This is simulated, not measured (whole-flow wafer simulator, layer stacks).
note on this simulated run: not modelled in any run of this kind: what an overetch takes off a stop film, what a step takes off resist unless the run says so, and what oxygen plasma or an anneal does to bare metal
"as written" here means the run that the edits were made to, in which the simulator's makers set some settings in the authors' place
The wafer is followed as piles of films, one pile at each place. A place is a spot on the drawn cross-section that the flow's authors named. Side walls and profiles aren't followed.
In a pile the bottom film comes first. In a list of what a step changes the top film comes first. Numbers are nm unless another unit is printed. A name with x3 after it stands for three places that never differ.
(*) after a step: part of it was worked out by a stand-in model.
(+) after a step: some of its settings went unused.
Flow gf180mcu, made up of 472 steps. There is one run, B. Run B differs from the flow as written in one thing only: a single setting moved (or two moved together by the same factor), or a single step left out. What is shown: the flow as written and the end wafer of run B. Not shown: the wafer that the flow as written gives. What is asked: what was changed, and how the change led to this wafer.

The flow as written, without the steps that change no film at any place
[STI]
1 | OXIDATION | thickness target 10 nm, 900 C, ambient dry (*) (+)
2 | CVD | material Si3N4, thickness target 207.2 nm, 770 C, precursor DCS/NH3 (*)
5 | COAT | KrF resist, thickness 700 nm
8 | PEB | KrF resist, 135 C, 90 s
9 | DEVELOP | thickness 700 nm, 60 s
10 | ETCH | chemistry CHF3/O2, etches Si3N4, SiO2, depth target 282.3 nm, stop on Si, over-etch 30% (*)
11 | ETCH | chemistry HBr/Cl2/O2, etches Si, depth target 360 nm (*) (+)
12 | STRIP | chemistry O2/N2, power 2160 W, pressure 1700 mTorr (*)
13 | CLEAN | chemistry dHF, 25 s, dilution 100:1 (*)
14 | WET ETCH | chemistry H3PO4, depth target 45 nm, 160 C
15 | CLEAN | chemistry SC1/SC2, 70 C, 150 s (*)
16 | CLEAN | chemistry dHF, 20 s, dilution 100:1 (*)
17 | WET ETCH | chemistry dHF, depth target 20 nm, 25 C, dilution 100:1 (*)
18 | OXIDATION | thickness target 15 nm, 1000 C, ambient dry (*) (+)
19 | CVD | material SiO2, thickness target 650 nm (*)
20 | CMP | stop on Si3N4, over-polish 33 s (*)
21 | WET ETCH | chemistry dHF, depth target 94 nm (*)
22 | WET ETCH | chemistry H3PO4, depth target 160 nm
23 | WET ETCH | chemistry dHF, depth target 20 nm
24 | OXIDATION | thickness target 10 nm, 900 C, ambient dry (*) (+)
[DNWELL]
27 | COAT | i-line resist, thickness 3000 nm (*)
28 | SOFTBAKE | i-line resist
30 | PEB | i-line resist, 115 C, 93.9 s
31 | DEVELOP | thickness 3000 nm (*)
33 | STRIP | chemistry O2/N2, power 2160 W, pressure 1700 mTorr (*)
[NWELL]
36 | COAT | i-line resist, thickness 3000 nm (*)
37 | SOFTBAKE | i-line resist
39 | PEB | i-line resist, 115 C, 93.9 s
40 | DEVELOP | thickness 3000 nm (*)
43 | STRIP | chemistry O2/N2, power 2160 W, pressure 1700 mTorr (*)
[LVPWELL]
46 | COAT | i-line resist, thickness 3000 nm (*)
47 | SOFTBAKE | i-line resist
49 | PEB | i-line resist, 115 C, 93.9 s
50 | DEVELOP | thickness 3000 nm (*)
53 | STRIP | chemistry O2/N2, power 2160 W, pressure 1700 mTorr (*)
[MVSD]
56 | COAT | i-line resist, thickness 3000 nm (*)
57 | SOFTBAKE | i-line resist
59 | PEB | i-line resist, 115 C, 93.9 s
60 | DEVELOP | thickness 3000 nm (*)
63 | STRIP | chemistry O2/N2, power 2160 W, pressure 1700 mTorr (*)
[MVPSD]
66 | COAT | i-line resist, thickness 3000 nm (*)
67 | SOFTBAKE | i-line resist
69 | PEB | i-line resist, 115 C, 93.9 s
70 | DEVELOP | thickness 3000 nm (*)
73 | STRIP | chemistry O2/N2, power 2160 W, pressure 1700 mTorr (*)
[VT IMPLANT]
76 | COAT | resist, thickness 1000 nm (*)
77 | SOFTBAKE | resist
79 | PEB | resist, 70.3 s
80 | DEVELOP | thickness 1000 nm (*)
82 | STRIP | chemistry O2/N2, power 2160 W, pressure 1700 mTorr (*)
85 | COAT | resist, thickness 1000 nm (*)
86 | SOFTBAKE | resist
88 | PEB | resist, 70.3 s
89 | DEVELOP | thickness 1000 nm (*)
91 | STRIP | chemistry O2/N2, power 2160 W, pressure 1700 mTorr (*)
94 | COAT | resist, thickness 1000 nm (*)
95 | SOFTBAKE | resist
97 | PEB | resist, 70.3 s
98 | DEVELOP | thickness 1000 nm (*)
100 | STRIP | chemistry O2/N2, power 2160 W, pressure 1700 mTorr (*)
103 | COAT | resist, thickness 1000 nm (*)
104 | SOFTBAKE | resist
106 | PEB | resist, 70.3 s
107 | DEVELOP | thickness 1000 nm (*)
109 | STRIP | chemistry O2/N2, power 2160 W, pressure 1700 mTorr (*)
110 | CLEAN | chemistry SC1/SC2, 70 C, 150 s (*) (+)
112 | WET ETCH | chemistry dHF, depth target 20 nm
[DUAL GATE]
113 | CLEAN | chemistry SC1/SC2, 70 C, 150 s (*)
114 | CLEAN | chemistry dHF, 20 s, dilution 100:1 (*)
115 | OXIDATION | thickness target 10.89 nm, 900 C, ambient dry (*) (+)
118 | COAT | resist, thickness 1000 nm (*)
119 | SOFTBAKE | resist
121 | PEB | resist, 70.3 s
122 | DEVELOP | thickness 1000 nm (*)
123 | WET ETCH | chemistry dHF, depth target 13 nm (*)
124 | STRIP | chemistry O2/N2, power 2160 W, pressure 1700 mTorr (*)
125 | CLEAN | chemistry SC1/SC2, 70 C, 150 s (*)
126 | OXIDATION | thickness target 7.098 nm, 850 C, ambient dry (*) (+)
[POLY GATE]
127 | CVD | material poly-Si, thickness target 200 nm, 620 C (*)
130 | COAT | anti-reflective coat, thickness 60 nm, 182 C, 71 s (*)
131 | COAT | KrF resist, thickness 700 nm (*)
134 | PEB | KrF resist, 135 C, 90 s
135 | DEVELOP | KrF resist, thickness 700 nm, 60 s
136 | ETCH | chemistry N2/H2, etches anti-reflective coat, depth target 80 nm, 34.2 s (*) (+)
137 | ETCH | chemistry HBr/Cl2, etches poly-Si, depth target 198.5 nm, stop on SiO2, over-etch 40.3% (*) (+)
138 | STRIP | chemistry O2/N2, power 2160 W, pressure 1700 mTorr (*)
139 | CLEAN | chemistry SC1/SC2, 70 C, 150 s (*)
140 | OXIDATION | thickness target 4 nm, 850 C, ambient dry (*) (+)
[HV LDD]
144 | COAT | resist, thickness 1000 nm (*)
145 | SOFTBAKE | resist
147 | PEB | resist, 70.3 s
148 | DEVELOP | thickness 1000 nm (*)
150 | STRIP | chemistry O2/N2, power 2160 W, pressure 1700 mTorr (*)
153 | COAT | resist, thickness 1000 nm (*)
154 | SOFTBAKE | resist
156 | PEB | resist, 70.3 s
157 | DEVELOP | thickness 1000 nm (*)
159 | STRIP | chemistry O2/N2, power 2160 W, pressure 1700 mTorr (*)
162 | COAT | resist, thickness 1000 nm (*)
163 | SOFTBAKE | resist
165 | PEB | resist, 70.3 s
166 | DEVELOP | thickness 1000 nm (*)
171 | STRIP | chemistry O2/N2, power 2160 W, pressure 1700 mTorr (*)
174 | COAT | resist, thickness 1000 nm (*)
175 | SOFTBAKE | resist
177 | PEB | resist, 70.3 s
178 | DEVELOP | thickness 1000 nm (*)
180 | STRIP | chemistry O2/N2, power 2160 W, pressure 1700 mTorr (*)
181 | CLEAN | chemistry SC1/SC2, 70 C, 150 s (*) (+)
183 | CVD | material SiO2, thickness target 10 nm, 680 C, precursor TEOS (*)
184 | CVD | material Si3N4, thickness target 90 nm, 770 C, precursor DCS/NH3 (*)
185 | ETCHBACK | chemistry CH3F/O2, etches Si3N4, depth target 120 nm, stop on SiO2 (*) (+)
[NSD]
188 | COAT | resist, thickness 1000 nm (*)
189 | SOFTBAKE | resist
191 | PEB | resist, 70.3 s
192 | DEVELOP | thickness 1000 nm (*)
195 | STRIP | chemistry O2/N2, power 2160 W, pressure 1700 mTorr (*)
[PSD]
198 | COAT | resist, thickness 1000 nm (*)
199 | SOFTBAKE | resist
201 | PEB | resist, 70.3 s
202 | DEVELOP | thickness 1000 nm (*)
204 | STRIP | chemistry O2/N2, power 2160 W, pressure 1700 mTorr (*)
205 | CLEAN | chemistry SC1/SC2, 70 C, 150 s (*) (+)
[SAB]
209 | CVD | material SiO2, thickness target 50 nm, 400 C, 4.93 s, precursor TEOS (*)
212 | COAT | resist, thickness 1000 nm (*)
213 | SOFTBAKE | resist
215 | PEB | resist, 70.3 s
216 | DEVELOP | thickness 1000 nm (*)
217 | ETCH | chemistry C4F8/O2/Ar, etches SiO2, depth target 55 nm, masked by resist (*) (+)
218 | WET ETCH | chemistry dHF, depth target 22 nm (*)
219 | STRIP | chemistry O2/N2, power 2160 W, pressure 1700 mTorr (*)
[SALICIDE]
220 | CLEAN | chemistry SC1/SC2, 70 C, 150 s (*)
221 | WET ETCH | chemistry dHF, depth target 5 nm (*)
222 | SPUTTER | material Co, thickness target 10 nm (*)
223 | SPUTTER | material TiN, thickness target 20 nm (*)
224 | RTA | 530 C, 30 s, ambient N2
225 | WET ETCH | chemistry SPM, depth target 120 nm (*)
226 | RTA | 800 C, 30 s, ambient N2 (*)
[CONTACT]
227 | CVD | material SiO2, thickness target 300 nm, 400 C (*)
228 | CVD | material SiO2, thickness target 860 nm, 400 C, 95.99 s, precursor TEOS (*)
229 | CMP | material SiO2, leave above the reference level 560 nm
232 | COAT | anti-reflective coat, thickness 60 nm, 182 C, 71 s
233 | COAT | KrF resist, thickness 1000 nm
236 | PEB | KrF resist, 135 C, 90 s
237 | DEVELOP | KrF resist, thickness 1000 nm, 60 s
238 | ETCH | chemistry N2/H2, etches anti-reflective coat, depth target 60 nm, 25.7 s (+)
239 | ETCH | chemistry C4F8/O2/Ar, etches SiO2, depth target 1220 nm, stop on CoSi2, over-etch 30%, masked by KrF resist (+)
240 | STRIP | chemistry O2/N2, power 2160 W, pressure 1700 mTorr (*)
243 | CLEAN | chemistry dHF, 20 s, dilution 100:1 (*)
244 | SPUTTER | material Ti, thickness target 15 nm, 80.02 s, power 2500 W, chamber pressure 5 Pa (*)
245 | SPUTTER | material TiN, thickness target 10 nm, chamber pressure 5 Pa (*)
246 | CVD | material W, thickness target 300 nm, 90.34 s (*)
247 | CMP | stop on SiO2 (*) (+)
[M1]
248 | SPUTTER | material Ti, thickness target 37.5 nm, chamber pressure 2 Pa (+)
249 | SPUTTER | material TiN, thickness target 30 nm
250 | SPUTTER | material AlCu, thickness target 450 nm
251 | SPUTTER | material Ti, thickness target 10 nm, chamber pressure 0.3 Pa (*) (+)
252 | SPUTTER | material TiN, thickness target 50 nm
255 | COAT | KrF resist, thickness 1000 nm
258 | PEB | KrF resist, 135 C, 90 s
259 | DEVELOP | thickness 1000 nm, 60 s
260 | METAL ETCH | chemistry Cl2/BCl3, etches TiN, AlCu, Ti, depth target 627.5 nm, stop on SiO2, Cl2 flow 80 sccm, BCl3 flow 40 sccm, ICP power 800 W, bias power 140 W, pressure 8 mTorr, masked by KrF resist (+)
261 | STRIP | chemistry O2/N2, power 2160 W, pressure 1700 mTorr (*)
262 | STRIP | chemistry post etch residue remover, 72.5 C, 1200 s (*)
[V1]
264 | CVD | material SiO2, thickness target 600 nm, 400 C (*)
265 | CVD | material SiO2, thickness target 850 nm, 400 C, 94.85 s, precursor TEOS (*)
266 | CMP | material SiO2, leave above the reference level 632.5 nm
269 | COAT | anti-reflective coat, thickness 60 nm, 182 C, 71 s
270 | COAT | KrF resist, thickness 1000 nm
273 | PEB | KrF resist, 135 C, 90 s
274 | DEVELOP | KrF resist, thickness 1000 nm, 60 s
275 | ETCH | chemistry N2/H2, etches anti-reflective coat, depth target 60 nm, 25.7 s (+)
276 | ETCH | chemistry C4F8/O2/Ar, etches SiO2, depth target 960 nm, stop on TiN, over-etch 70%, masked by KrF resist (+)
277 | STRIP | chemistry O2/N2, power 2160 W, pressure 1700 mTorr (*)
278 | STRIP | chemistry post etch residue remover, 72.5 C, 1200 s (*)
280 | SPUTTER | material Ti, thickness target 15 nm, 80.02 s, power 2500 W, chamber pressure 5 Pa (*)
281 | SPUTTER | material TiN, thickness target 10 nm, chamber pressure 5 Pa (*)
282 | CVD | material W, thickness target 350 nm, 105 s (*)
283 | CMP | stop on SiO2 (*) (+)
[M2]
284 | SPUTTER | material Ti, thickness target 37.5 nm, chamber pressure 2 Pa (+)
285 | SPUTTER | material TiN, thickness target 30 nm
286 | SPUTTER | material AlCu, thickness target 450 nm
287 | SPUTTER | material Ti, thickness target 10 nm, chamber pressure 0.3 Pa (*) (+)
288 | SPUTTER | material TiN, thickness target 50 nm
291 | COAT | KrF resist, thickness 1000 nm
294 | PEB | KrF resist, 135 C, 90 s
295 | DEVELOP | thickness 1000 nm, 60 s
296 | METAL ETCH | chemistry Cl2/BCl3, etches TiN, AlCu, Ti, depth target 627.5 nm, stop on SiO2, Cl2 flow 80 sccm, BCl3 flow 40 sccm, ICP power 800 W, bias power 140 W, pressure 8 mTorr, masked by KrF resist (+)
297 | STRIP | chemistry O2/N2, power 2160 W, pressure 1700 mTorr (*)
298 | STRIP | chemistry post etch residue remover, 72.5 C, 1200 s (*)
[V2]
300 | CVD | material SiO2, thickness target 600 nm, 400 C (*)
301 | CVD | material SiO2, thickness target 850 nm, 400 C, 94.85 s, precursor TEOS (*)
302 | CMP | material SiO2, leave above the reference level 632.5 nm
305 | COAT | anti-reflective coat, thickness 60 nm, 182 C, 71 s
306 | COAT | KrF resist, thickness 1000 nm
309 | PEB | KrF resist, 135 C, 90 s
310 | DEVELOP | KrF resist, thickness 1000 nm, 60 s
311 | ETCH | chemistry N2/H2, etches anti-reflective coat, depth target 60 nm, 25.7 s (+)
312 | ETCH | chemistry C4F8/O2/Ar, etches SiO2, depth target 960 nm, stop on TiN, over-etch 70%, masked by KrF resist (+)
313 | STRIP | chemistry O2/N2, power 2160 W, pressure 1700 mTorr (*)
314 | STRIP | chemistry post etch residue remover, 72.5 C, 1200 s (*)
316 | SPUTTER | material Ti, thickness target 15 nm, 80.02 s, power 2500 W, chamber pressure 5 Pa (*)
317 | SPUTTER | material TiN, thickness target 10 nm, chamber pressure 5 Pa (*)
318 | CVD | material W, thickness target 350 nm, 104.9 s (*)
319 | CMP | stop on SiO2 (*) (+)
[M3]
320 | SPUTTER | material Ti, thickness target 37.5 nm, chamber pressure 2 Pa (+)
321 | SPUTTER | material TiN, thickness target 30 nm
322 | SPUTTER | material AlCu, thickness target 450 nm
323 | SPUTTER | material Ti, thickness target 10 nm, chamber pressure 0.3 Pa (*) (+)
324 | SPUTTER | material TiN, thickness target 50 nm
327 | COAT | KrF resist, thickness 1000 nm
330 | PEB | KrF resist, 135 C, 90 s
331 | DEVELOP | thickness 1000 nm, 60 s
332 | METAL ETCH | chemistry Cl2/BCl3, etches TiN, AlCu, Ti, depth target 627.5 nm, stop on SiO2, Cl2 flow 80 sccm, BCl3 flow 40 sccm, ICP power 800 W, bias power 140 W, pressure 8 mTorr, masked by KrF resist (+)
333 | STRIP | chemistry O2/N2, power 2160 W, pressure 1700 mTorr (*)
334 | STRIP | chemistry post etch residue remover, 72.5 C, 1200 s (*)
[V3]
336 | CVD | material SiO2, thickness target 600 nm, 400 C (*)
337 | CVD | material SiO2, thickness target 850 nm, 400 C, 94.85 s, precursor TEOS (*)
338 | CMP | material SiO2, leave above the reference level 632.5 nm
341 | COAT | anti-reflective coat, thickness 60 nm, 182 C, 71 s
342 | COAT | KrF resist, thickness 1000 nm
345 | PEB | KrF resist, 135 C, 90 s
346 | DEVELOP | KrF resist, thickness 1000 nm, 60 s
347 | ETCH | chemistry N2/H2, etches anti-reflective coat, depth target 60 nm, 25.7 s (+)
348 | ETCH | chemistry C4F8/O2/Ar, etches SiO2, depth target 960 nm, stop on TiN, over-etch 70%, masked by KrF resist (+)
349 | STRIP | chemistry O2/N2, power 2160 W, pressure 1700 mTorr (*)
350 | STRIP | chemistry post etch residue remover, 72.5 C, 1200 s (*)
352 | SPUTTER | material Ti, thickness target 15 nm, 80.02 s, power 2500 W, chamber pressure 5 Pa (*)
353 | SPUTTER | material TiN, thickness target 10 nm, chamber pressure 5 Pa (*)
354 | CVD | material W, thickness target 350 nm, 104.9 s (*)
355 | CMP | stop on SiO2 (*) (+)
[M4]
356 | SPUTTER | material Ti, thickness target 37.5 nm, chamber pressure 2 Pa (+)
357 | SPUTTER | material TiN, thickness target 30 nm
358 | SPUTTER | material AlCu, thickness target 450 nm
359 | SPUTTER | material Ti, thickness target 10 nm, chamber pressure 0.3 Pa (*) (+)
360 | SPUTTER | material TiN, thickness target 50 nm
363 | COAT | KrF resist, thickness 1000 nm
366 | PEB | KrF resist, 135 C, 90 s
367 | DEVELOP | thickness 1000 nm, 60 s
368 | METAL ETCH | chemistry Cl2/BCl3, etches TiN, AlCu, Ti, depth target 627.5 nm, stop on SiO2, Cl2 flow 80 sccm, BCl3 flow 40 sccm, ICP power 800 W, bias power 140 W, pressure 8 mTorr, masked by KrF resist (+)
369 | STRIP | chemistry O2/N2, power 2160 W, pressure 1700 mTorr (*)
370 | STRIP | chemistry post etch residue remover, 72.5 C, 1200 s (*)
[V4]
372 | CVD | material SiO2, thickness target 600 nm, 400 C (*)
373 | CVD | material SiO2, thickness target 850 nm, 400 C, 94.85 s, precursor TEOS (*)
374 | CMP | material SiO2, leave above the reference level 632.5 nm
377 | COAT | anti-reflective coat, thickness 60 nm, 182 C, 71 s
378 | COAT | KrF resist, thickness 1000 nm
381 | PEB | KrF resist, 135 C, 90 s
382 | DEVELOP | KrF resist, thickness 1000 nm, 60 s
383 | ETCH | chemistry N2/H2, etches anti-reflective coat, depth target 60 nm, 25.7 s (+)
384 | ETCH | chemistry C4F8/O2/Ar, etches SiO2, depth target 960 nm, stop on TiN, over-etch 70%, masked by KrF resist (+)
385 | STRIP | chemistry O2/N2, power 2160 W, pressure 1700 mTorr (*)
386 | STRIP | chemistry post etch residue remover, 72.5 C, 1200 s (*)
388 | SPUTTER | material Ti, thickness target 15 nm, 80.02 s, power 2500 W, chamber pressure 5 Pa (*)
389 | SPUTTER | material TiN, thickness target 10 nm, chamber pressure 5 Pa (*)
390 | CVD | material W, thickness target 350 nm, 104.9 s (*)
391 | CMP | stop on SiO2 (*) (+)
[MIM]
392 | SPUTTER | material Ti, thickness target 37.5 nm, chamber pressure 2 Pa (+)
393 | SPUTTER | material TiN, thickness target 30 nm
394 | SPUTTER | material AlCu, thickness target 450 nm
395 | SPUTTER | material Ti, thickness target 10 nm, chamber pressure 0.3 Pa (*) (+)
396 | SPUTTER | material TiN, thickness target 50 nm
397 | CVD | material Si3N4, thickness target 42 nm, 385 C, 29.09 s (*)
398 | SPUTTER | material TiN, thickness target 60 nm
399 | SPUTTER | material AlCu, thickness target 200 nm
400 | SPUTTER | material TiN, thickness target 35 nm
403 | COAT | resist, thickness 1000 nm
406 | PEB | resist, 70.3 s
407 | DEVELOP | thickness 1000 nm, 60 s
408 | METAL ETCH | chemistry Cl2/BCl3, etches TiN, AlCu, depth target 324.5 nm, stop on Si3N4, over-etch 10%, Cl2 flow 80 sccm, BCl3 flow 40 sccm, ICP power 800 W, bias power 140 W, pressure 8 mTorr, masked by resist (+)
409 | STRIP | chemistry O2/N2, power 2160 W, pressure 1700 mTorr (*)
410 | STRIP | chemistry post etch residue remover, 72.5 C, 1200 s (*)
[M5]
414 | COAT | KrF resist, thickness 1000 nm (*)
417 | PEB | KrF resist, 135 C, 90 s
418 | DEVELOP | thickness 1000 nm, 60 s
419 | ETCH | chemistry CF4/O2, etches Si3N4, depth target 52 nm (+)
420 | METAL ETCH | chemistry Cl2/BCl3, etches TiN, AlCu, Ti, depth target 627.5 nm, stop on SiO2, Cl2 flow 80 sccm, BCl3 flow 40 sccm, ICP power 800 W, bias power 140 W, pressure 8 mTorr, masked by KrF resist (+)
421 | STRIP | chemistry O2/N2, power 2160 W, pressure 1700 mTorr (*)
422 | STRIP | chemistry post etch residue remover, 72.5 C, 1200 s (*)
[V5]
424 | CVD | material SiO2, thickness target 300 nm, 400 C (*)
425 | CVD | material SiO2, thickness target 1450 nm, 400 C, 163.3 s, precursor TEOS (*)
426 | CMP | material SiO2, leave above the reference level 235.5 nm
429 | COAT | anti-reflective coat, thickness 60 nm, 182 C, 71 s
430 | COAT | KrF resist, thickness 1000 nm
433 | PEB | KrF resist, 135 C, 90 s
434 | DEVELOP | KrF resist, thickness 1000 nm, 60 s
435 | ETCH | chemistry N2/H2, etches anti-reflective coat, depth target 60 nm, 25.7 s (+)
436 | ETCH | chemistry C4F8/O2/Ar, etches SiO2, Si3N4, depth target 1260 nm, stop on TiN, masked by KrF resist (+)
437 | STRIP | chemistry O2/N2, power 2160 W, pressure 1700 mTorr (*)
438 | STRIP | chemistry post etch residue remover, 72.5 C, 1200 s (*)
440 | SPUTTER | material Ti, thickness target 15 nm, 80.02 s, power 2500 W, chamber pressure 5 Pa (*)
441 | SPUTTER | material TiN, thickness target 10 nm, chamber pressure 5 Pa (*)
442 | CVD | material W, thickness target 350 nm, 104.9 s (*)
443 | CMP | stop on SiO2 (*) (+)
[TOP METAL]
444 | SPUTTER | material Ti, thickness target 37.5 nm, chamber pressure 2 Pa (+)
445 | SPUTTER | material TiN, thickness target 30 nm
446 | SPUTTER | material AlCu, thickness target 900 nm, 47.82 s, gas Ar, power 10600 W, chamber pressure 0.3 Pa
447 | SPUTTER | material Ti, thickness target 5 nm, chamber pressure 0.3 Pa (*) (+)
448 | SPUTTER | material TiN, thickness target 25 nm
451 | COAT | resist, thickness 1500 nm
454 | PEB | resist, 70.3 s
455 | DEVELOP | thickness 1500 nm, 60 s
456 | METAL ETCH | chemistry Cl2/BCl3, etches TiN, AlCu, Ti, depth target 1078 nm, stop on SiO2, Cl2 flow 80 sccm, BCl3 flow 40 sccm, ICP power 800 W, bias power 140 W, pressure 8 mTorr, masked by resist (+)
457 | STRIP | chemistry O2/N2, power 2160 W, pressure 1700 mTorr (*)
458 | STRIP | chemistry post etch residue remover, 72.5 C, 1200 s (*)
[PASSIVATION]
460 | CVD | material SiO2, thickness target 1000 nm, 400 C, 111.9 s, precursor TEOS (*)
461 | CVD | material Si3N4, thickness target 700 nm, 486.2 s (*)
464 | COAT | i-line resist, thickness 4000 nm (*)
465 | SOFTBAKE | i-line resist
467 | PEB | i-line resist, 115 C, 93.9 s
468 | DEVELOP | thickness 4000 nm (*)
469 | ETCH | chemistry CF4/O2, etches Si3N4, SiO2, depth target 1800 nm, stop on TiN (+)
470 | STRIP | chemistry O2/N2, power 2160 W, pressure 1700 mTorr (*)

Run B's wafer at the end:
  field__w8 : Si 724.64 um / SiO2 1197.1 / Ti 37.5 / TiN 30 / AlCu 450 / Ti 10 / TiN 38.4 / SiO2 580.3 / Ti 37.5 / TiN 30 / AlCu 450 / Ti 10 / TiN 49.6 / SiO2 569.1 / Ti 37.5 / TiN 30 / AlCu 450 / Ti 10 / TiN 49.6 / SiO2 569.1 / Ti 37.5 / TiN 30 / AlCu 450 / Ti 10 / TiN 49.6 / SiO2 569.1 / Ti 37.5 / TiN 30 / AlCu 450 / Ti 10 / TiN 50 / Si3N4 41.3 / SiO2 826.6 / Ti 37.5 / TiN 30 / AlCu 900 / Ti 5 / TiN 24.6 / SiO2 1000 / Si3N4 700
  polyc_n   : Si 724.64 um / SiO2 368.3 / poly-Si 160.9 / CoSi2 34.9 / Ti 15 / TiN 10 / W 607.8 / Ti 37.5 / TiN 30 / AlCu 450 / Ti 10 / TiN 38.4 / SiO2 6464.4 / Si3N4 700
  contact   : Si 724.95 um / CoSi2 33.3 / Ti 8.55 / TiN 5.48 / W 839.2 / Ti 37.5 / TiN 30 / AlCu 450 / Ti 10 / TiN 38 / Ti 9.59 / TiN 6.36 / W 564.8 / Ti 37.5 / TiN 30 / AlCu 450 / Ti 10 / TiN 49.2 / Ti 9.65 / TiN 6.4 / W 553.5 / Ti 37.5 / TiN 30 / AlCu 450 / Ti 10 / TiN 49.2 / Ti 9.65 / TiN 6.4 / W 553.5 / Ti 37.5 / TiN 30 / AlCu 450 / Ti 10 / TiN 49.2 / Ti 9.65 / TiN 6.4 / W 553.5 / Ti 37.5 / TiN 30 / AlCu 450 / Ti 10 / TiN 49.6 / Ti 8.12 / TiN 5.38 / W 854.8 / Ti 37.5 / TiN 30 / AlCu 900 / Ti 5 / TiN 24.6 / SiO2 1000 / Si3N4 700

The reason: step 252, SPUTTER: thickness target 38.8 nm was run, whereas the flow has thickness target 50 nm.

Step by step, how the change led to this:
  252 | SPUTTER | material TiN, thickness target 50 nm
      field, field__w1, field__w2 and 108 more: TiN gains 38.8 (new film) (as written it would have been: TiN gains 50 (new film))
  260 | METAL ETCH | chemistry Cl2/BCl3, etches TiN, AlCu, Ti, depth target 627.5 nm, stop on SiO2, Cl2 flow 80 sccm, BCl3 flow 40 sccm, ICP power 800 W, bias power 140 W, pressure 8 mTorr, masked by KrF resist (+)
      field, field__w1, field__w2 and 99 more: TiN loses 38.8 (all of it), Ti loses 10 (all of it), AlCu loses 450 (all of it), TiN loses 30 (all of it), Ti loses 37.5 (all of it) (as written it would have been: TiN loses 50 (all of it), Ti loses 10 (all of it), AlCu loses 450 (all of it), TiN loses 30 (all of it), Ti loses 37.5 (all of it))
